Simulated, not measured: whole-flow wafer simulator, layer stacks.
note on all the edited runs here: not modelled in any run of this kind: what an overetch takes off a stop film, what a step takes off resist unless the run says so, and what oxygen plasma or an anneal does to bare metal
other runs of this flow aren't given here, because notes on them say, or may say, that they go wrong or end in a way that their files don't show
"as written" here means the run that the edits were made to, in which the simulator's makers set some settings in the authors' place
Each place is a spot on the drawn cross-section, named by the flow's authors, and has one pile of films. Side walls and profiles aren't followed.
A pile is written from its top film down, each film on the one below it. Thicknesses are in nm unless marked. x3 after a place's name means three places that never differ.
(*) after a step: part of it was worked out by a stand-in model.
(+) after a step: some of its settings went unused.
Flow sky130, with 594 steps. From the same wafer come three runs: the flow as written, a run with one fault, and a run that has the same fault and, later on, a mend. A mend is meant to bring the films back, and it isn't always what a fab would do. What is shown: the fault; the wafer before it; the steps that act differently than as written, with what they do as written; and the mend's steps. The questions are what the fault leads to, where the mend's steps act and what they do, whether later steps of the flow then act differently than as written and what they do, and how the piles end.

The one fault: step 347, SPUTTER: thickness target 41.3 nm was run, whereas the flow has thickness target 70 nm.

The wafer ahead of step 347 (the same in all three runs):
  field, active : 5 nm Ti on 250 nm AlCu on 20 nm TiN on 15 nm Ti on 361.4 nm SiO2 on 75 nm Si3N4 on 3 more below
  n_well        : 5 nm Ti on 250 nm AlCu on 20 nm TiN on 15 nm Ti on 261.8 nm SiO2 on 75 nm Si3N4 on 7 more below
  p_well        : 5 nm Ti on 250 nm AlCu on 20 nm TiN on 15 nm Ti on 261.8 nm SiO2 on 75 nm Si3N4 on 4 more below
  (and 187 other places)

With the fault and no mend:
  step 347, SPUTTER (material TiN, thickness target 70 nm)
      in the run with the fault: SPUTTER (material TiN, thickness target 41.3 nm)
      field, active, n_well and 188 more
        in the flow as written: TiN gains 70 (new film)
        in the run with the fault: TiN gains 41.3 (new film)
  Steps further on in the flow that do not act as written (10 other steps are not shown; they differ only slightly, by no more than 2% or 0.5 nm, whichever is larger):
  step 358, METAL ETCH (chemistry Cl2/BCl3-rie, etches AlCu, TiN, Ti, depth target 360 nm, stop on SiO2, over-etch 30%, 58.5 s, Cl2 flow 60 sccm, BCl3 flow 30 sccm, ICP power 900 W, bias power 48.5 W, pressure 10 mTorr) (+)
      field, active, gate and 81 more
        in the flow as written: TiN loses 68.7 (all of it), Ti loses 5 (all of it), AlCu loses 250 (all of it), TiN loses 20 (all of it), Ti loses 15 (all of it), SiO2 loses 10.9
        in the run with the fault: TiN loses 40 (all of it), Ti loses 5 (all of it), AlCu loses 250 (all of it), TiN loses 20 (all of it), Ti loses 15 (all of it), SiO2 loses 13.8
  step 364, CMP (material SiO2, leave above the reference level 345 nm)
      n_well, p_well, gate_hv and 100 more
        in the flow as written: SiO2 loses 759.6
        in the run with the fault: SiO2 loses 730.9
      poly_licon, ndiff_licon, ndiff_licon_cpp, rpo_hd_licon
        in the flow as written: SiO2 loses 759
        in the run with the fault: SiO2 loses 730.3
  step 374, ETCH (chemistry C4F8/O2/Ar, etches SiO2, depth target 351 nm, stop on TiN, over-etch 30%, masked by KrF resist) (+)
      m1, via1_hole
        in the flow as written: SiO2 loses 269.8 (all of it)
        in the run with the fault: SiO2 loses 298.5 (all of it)
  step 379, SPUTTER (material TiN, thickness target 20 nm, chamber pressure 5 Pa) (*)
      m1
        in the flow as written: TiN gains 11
        in the run with the fault: TiN gains 10.4
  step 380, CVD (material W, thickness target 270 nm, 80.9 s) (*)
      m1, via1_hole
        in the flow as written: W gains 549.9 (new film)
        in the run with the fault: W gains 579.1 (new film)
  At n_well, p_well, gate_hv and 104 more, the piles at the end differ from the flow's by more than 2% or 0.5 nm, whichever is larger.
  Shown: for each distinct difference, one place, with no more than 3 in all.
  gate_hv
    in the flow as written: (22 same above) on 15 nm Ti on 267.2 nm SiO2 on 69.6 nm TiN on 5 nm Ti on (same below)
    in the run with the fault: (22 same above) on 15 nm Ti on 295.9 nm SiO2 on 40.9 nm TiN on 5 nm Ti on (same below)
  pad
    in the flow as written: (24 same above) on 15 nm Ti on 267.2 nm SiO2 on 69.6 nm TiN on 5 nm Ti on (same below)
    in the run with the fault: (24 same above) on 15 nm Ti on 295.9 nm SiO2 on 40.9 nm TiN on 5 nm Ti on (same below)
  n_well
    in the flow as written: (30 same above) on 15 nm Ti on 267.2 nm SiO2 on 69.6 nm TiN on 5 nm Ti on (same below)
    in the run with the fault: (30 same above) on 15 nm Ti on 295.9 nm SiO2 on 40.9 nm TiN on 5 nm Ti on (same below)

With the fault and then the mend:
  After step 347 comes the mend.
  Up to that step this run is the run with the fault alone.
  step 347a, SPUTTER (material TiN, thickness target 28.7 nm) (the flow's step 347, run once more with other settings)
      field, active, n_well and 188 more
        TiN gains 28.7
  None of the later steps of the flow differs from how it acts as written, at any place that is followed, by more than 2% or 0.5 nm, whichever is larger.
  By the end, the piles equal the flow's at every place that both follow.
